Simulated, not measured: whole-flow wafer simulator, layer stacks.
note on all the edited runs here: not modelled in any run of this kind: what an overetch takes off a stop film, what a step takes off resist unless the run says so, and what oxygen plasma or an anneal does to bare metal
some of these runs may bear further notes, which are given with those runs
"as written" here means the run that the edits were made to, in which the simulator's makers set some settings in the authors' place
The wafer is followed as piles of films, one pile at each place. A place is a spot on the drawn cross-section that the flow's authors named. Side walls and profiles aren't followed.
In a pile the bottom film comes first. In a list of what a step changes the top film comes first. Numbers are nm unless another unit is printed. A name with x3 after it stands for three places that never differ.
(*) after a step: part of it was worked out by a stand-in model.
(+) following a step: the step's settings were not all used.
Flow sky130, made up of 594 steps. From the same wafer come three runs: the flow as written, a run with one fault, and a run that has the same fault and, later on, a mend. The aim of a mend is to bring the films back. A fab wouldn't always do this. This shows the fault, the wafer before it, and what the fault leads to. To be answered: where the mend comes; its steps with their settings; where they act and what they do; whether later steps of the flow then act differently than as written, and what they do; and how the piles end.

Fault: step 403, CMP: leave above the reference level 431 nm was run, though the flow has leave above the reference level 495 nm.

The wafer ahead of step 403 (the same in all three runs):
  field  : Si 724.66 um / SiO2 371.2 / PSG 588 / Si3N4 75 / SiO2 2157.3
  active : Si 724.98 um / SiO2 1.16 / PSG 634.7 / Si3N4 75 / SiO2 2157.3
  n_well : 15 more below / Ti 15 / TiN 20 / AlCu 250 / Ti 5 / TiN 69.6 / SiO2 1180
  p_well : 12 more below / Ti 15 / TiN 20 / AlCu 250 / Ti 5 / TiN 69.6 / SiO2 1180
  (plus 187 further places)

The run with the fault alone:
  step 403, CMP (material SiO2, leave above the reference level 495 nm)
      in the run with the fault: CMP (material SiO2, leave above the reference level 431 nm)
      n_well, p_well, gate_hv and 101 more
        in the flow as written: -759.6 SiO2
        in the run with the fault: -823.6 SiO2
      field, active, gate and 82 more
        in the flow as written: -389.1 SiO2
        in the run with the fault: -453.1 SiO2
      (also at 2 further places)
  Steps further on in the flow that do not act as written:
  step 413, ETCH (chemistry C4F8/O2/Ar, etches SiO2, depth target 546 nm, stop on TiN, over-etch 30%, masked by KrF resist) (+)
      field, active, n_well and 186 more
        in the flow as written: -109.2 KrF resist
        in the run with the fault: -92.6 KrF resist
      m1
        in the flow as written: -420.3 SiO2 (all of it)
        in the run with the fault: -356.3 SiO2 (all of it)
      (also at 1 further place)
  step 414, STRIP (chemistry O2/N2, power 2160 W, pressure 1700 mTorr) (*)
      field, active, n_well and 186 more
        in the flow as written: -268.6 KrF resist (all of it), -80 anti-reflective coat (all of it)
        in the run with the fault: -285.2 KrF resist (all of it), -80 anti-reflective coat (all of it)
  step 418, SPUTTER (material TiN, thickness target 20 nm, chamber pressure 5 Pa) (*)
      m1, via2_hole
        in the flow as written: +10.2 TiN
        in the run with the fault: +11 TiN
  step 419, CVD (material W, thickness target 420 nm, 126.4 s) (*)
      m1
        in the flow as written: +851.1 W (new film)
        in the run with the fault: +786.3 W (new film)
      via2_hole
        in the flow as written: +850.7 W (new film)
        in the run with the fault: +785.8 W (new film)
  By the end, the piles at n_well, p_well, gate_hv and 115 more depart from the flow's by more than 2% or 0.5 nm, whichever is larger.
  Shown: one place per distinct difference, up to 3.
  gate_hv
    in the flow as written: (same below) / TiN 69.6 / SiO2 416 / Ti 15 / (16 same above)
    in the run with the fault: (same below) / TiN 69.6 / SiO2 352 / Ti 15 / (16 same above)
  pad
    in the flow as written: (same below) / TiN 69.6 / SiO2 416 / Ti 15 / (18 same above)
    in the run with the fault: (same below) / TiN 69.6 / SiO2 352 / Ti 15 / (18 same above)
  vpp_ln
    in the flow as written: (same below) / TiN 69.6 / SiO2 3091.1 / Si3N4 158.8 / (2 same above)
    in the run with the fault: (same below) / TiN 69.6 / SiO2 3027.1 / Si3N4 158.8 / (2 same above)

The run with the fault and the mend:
  After step 403 comes the mend.
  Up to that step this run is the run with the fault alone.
  step 403a, HDPCVD (thickness target 64 nm) (*) (the flow's step 402 again, with other settings)
      field, active, n_well and 188 more
        +64 SiO2
  Every later step of the flow that is run acts as written, at every place that is followed, to within 2% or 0.5 nm, whichever is larger.
  At every place that both follow, the piles at the end match the flow's.
